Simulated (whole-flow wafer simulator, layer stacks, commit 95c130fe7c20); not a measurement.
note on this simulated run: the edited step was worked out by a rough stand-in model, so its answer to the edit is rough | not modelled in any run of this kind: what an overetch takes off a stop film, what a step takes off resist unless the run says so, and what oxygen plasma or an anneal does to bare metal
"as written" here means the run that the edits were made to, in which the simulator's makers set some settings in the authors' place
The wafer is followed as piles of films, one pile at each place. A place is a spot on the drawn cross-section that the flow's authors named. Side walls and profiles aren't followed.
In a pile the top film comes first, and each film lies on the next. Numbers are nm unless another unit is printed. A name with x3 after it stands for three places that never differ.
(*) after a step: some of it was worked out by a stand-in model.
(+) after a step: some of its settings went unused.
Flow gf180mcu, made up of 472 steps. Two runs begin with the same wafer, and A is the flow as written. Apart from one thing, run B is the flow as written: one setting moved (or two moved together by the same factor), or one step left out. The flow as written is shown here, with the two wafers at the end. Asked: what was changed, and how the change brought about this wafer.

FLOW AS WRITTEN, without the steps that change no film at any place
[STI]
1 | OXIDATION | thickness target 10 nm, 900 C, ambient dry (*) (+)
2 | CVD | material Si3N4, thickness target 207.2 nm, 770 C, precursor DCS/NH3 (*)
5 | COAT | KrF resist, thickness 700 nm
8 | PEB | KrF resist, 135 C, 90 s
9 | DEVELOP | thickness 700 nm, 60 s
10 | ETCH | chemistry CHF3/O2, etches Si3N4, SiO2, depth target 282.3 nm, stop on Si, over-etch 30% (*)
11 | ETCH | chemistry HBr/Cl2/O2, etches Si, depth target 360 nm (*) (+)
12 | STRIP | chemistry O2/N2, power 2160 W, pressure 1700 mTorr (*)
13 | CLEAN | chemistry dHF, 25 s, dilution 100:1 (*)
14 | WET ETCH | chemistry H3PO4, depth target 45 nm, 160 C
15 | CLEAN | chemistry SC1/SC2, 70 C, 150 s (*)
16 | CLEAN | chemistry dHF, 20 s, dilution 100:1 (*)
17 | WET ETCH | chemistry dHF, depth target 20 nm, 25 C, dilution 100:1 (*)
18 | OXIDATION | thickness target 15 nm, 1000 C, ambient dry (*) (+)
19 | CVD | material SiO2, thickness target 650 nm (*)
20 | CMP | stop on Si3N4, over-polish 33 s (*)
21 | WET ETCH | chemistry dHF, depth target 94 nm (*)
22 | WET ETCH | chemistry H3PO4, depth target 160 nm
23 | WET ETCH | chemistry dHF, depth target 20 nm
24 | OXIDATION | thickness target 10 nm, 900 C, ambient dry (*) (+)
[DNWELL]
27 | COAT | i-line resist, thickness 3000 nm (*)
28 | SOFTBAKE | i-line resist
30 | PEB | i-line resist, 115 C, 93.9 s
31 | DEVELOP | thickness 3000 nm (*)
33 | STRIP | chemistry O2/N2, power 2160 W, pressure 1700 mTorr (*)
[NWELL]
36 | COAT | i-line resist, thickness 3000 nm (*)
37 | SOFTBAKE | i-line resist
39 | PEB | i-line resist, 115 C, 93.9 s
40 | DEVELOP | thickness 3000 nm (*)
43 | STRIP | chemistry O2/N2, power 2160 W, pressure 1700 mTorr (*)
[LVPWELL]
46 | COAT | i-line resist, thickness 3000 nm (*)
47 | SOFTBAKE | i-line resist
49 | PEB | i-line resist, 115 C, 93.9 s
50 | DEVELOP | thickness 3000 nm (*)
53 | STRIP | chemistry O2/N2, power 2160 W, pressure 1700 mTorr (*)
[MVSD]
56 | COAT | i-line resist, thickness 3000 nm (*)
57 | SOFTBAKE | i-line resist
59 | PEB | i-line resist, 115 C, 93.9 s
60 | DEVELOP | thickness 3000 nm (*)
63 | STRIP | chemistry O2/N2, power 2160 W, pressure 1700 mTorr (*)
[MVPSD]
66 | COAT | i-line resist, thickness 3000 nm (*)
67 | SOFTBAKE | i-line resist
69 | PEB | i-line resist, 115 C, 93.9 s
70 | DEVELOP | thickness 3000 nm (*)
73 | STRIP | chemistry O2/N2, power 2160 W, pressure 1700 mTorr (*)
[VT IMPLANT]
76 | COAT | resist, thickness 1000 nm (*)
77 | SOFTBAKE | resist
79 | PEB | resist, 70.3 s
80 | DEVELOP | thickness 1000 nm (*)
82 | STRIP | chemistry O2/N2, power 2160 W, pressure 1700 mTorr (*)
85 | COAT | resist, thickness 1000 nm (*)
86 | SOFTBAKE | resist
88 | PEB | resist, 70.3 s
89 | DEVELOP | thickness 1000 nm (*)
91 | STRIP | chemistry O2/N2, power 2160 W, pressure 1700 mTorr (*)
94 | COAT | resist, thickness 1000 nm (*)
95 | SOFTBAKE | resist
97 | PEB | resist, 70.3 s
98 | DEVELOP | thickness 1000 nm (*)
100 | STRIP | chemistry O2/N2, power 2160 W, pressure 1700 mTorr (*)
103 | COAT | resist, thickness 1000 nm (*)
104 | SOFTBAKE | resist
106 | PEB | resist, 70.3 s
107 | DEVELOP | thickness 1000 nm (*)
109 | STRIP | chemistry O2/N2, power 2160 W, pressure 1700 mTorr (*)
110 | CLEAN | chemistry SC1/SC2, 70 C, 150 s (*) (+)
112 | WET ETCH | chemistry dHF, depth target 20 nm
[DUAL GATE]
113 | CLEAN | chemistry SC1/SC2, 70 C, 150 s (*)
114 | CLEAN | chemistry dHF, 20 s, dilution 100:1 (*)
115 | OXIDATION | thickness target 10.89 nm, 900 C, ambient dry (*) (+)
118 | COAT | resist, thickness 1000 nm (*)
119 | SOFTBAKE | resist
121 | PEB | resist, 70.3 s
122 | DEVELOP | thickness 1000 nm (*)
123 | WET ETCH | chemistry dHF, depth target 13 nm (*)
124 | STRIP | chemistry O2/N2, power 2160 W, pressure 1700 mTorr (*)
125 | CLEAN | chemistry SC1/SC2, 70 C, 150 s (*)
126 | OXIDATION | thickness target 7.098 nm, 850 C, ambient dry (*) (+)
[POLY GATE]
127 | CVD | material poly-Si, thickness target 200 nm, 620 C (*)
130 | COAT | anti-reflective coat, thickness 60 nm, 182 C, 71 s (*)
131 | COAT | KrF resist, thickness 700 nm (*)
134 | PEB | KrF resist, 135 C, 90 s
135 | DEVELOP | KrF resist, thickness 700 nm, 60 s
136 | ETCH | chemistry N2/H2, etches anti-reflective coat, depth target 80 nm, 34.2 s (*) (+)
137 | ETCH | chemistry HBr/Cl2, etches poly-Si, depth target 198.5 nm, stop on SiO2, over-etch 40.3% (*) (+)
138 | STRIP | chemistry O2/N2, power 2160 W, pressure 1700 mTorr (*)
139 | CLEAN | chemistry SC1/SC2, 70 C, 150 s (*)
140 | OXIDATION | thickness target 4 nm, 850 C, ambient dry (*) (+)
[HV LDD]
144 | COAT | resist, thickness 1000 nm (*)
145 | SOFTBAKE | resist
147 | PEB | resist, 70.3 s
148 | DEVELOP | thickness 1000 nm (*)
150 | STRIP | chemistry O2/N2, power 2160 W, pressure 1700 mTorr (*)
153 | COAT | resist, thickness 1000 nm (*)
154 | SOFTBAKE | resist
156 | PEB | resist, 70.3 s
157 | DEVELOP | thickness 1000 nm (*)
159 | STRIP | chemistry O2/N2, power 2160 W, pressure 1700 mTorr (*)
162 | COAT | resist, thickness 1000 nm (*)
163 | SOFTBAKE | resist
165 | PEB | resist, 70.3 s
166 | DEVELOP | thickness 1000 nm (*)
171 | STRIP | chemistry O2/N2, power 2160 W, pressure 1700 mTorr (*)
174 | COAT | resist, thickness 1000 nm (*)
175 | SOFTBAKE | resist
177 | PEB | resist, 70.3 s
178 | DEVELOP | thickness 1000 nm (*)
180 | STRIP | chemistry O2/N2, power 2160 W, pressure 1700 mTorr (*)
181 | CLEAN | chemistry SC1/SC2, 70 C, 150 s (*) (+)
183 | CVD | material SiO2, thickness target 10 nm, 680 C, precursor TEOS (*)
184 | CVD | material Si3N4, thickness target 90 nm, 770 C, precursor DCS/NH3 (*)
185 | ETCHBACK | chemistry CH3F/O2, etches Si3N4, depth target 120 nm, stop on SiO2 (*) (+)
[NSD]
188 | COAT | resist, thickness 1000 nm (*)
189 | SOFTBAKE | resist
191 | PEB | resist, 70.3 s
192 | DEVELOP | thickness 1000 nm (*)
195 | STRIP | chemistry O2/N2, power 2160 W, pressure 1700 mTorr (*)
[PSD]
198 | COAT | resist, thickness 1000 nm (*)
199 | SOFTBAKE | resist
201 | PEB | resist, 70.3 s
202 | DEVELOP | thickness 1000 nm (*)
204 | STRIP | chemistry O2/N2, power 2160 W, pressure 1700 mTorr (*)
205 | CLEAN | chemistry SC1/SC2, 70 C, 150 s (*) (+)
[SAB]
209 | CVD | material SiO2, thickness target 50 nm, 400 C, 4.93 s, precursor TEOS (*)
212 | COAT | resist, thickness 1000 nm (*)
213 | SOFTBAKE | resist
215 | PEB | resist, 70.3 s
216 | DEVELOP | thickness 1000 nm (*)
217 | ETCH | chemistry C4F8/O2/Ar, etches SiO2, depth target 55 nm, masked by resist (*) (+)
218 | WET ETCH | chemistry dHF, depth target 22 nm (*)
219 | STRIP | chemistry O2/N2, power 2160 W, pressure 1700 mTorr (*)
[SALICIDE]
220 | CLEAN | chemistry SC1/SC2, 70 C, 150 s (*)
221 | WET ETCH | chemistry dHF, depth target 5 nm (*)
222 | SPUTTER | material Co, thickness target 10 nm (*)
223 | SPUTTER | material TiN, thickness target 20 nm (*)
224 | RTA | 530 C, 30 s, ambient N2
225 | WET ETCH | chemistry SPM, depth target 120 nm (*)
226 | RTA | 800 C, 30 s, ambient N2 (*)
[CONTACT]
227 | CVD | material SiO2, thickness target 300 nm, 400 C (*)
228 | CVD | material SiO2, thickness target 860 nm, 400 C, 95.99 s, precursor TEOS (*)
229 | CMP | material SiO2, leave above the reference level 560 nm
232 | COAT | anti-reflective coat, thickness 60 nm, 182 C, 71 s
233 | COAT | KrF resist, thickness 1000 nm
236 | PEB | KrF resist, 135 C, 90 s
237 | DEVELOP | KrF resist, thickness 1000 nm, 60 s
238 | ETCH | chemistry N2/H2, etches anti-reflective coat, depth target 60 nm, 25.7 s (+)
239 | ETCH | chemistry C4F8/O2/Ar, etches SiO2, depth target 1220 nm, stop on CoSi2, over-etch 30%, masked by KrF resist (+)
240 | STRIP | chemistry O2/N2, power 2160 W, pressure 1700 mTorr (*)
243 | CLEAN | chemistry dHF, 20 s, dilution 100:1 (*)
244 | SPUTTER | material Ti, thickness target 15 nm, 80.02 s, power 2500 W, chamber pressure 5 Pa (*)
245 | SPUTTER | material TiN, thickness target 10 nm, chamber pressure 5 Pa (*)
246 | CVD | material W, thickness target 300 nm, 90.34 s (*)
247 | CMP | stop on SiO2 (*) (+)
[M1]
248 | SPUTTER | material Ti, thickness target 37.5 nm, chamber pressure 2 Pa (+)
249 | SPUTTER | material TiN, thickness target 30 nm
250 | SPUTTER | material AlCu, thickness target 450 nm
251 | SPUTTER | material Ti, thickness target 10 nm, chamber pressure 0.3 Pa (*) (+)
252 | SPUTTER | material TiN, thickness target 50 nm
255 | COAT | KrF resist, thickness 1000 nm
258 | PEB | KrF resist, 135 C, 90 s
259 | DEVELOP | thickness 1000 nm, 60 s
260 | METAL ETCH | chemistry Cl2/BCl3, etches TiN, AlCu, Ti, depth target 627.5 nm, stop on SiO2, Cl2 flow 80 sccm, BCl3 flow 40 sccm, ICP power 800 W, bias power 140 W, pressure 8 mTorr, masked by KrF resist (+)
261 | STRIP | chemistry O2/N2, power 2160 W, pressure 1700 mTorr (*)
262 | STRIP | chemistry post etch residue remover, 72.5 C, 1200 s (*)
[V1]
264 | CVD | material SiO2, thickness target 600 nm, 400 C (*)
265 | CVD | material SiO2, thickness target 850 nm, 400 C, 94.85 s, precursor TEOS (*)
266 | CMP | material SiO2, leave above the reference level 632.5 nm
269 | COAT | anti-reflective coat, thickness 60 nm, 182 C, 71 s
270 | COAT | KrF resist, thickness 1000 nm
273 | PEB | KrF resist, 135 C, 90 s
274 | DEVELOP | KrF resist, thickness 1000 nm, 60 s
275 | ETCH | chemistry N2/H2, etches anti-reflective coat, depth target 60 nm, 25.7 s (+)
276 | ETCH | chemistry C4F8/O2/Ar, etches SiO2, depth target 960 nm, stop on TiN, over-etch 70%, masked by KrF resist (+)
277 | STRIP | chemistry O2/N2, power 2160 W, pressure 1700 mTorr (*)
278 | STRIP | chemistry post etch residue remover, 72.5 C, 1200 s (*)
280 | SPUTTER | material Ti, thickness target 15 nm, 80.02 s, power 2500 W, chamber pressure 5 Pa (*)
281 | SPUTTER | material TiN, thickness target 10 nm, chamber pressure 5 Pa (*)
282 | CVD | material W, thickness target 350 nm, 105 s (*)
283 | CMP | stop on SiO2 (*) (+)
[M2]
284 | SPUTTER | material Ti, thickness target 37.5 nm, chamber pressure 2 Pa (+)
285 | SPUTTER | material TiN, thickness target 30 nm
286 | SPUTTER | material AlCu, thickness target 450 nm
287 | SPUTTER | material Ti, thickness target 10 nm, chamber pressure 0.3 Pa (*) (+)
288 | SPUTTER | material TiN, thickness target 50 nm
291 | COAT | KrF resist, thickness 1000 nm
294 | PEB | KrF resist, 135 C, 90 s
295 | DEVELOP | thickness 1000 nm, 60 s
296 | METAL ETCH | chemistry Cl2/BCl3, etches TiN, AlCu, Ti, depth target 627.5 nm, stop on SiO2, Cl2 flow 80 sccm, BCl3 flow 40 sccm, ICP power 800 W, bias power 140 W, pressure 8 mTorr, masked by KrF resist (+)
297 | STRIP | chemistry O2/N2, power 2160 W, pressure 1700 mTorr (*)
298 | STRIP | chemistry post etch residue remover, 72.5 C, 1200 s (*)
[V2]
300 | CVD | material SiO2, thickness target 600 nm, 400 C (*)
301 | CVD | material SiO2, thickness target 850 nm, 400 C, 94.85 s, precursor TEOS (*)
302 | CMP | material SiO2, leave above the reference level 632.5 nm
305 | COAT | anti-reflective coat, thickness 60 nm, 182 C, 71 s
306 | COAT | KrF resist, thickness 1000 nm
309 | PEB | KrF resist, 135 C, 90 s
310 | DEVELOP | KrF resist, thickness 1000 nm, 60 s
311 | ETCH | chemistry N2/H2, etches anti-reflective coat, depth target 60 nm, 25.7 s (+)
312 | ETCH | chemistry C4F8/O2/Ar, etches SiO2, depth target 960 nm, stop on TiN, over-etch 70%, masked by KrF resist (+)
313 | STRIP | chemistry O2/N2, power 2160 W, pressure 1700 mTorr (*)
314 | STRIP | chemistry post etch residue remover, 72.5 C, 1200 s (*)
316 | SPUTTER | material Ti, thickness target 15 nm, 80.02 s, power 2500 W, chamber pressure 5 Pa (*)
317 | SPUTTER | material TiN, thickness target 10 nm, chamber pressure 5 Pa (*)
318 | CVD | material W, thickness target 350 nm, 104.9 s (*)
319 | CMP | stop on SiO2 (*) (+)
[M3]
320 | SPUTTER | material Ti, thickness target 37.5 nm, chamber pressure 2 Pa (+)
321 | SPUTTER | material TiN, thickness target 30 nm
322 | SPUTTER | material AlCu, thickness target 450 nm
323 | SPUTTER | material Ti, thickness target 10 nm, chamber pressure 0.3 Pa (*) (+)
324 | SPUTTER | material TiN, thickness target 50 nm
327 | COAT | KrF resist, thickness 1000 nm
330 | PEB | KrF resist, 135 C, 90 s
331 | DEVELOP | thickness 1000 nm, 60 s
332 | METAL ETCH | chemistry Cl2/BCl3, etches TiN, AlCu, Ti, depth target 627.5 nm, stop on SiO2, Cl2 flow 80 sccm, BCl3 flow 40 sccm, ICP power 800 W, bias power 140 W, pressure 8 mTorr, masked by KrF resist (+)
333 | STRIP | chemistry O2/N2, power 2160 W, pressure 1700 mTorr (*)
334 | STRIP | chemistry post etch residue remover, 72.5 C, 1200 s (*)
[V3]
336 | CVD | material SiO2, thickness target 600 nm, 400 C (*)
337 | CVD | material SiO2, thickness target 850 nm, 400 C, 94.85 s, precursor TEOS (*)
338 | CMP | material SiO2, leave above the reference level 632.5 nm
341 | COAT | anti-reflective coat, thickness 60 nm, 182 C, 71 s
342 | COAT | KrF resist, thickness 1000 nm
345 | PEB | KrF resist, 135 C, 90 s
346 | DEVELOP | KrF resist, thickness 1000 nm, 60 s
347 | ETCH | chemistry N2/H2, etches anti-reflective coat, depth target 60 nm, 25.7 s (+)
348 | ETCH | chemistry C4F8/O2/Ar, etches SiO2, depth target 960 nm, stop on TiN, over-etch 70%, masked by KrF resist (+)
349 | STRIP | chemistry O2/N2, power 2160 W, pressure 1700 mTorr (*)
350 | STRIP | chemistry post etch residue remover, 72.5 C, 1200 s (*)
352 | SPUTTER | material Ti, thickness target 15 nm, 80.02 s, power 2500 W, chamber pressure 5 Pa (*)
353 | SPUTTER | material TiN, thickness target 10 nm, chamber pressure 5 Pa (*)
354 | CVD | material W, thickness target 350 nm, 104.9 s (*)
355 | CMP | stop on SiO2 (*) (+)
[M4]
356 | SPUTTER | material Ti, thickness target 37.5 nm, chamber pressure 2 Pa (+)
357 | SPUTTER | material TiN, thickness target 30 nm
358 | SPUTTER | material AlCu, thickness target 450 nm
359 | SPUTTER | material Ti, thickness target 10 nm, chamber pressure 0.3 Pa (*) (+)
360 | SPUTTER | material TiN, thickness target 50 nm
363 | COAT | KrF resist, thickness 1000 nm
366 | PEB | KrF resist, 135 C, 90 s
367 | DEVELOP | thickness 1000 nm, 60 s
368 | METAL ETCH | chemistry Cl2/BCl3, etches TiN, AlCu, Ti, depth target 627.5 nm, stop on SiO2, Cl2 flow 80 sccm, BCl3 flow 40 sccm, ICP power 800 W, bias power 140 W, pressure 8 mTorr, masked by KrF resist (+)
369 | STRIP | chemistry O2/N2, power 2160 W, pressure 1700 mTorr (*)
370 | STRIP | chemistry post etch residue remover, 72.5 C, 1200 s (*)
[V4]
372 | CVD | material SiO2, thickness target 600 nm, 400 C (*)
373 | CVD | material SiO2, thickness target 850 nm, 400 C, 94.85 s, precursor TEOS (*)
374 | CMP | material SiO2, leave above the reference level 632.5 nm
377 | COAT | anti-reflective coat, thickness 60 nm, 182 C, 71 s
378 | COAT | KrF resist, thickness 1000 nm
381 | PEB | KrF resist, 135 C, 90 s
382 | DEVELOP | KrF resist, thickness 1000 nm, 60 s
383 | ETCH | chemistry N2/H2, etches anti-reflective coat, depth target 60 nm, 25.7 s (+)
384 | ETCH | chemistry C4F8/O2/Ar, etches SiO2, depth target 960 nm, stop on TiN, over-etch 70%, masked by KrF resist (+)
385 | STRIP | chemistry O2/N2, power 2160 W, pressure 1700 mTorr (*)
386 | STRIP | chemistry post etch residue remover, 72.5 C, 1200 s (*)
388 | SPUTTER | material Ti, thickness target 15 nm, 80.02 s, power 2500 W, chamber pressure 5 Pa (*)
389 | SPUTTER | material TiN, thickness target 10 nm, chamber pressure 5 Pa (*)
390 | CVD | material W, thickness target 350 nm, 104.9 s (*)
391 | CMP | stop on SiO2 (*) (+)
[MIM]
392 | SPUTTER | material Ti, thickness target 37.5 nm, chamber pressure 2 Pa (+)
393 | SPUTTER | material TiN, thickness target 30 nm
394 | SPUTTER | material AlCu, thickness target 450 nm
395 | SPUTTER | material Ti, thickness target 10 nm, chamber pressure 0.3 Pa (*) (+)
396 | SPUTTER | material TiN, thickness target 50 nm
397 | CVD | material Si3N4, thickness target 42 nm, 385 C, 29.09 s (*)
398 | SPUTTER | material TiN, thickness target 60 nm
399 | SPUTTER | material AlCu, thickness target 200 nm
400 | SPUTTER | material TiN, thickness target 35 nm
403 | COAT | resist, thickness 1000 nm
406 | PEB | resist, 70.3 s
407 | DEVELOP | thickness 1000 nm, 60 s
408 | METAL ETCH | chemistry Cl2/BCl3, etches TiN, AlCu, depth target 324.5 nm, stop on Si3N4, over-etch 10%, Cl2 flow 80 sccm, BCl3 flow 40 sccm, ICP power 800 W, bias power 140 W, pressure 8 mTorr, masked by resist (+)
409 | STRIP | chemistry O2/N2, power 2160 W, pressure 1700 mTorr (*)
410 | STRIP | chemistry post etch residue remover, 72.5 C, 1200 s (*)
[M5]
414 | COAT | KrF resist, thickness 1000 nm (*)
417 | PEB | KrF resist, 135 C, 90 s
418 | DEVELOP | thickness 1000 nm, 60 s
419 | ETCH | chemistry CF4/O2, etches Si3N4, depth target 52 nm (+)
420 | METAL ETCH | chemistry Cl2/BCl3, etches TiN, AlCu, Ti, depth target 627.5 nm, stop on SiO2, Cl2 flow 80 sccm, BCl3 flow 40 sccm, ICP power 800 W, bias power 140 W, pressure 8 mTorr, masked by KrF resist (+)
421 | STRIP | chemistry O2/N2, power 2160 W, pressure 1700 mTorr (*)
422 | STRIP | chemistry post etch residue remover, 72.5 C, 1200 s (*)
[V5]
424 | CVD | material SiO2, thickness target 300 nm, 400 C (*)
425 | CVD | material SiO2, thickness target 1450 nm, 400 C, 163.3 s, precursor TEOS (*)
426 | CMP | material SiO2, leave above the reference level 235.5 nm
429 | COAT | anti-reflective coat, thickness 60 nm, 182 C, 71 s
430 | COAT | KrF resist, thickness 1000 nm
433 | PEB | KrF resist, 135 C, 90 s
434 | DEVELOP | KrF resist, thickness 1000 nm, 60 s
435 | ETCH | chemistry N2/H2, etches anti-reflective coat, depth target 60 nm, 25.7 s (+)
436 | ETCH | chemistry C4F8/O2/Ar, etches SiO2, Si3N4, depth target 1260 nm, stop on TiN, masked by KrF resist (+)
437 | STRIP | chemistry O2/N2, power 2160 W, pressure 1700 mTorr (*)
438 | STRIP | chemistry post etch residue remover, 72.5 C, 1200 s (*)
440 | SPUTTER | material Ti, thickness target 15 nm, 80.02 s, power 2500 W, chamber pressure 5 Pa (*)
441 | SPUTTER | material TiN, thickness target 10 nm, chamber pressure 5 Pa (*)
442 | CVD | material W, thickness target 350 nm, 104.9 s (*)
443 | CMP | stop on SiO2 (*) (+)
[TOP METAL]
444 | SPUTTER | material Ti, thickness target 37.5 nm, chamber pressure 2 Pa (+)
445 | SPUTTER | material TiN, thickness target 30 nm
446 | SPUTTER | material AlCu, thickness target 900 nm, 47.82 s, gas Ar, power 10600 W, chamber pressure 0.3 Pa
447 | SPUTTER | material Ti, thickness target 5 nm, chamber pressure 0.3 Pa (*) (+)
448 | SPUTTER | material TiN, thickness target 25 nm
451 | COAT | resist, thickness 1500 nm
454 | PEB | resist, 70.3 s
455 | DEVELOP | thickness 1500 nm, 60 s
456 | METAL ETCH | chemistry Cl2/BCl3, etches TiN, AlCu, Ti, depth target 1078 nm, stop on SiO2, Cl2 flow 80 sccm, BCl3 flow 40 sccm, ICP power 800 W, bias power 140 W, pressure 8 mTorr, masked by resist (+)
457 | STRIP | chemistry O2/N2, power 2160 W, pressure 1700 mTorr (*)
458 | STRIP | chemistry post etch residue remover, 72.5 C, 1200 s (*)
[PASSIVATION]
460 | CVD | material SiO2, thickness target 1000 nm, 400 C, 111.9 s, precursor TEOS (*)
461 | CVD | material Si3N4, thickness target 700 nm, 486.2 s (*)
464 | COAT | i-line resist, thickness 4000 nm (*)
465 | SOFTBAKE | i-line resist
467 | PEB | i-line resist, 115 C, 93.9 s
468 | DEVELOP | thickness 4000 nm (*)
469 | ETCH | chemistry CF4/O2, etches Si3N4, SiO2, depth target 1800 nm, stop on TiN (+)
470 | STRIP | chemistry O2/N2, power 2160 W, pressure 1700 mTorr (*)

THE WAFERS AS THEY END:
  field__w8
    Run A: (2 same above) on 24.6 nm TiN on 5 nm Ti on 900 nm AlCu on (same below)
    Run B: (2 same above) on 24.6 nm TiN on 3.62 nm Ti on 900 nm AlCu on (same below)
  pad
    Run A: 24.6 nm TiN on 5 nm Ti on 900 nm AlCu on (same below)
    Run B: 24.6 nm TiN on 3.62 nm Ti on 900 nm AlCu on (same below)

What caused this: step 447, SPUTTER: thickness target 3.62 nm was run, whereas the flow has thickness target 5 nm.
The wafer lets one read it off: field__w8 has Ti 3.62, and step 447 as written asks for 5 nm.

Step by step, how the change led to this:
  447 | SPUTTER | material Ti, thickness target 5 nm, chamber pressure 0.3 Pa (*) (+)
      field, field__w1, field__w2 and 109 more: A Ti gains 5 (new film) | B Ti gains 3.62 (new film)
  456 | METAL ETCH | chemistry Cl2/BCl3, etches TiN, AlCu, Ti, depth target 1078 nm, stop on SiO2, Cl2 flow 80 sccm, BCl3 flow 40 sccm, ICP power 800 W, bias power 140 W, pressure 8 mTorr, masked by resist (+)
      field, field__w1, field__w2 and 103 more: A TiN loses 25 (all of it), Ti loses 5 (all of it), AlCu loses 900 (all of it), TiN loses 30 (all of it), Ti loses 37.5 (all of it) | B TiN loses 25 (all of it), Ti loses 3.62 (all of it), AlCu loses 900 (all of it), TiN loses 30 (all of it), Ti loses 37.5 (all of it)
